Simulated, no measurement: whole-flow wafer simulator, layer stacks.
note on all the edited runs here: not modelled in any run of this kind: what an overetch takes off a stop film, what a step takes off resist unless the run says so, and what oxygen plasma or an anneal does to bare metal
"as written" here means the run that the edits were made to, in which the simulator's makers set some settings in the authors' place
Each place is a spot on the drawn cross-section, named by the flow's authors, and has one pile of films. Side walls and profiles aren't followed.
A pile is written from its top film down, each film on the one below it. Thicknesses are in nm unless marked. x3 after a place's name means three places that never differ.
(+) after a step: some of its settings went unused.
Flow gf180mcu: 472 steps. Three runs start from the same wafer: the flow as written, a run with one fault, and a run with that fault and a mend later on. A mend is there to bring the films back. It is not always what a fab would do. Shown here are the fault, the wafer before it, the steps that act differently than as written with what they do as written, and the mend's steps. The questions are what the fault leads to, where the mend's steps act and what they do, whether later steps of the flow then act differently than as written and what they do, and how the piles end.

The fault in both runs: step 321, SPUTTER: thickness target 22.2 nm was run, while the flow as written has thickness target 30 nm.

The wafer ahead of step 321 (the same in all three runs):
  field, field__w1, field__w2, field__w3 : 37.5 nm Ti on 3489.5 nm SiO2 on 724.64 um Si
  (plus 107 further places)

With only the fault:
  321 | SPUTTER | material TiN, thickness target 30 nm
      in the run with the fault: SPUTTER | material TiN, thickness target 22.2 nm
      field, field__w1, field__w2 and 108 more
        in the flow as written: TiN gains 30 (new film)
        in the run with the fault: TiN gains 22.2 (new film)
  Later steps of the flow acting differently than as written:
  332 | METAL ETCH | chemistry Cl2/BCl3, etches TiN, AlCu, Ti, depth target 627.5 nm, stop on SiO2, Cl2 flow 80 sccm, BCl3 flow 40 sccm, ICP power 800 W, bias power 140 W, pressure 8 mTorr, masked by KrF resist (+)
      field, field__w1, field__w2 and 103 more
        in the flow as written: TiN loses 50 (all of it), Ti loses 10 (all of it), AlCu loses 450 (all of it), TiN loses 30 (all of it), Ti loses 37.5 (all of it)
        in the run with the fault: TiN loses 50 (all of it), Ti loses 10 (all of it), AlCu loses 450 (all of it), TiN loses 22.2 (all of it), Ti loses 37.5 (all of it)
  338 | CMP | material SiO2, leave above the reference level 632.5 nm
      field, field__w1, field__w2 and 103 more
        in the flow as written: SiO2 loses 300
        in the run with the fault: SiO2 loses 307.8
  The piles end different from the flow's at field__w8, contact, m1, m1__w1, m1_nw by more than 2% or 0.5 nm, whichever is larger.
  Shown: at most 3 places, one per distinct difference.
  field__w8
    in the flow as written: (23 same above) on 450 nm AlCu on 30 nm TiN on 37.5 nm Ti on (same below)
    in the run with the fault: (23 same above) on 450 nm AlCu on 22.2 nm TiN on 37.5 nm Ti on (same below)
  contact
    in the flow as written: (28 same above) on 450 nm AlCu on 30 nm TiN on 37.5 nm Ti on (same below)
    in the run with the fault: (28 same above) on 450 nm AlCu on 22.2 nm TiN on 37.5 nm Ti on (same below)

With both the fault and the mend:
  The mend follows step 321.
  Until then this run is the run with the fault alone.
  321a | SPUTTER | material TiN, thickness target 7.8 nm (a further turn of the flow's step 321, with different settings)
      field, field__w1, field__w2 and 108 more
        TiN gains 7.8
  Every later step of the flow that is run acts as written at every place that is followed.
  By the end, the piles equal the flow's at every place that both follow.
